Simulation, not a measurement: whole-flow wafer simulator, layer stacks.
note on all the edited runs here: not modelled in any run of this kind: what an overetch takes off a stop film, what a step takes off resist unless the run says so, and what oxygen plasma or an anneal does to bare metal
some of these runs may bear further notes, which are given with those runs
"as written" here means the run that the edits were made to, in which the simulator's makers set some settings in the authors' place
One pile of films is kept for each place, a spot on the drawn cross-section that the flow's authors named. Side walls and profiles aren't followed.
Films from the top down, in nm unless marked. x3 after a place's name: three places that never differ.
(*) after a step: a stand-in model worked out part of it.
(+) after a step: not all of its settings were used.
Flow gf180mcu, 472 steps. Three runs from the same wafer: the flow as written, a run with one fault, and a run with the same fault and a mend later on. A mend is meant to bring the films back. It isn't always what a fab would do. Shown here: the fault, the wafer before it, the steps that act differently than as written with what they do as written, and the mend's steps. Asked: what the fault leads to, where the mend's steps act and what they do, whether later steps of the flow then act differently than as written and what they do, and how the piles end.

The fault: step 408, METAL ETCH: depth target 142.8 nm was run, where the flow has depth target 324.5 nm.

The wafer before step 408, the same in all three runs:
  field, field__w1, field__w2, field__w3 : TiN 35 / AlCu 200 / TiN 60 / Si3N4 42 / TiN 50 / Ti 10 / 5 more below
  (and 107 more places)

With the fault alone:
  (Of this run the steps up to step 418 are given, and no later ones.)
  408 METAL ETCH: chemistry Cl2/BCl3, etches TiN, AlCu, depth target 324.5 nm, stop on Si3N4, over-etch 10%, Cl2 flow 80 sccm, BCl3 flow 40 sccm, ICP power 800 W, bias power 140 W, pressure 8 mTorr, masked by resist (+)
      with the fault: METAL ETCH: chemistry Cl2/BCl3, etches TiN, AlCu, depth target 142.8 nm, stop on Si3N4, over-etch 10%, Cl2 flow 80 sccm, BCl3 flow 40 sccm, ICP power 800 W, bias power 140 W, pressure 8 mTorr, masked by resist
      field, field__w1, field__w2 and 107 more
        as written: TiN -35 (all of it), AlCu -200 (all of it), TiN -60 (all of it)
        with the fault: TiN -35 (all of it), AlCu -107.8
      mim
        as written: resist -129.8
        with the fault: resist -57.1
  Later steps of the flow that act differently than as written:
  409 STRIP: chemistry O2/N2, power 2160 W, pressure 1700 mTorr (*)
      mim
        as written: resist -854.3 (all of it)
        with the fault: resist -927 (all of it)
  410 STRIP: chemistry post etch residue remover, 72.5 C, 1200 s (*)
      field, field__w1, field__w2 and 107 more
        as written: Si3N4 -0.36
        with the fault: AlCu -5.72
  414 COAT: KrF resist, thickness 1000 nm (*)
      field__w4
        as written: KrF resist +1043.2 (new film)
        with the fault: KrF resist +1019.9 (new film)
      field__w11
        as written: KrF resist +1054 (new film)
        with the fault: KrF resist +1024.6 (new film)
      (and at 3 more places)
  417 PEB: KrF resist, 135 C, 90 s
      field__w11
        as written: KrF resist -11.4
        with the fault: KrF resist -10.8
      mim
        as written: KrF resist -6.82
        with the fault: KrF resist -8.63
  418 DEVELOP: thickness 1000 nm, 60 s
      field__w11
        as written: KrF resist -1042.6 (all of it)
        with the fault: KrF resist -1013.8 (all of it)
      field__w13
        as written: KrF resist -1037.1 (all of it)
        with the fault: KrF resist -1011.3 (all of it)
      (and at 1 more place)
  After step 418 the piles differ from the flow's by more than 2% or 0.5 nm, whichever is larger, at field, field__w1, field__w2 and 109 more.
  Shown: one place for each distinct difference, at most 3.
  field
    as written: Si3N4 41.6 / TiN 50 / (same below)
    with the fault: AlCu 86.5 / TiN 60 / Si3N4 42 / TiN 50 / (same below)
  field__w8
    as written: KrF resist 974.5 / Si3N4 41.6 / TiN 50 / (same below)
    with the fault: KrF resist 974.5 / AlCu 86.5 / TiN 60 / Si3N4 42 / TiN 50 / (same below)
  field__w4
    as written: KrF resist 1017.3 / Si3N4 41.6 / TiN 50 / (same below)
    with the fault: KrF resist 994.2 / AlCu 86.5 / TiN 60 / Si3N4 42 / TiN 50 / (same below)

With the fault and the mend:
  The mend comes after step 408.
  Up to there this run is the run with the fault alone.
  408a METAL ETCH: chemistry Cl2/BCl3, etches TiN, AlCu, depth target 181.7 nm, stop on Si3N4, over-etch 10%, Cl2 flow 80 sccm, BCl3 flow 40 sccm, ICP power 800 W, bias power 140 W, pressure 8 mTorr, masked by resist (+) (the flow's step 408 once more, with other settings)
      field, field__w1, field__w2 and 107 more
        AlCu -92.2 (all of it), TiN -60 (all of it)
      mim
        resist -67
  No later step of the flow acts differently than as written, at any place that is followed, by more than 2% or 0.5 nm, whichever is larger.
  At the end the piles are the same as the flow's at every place that both follow.
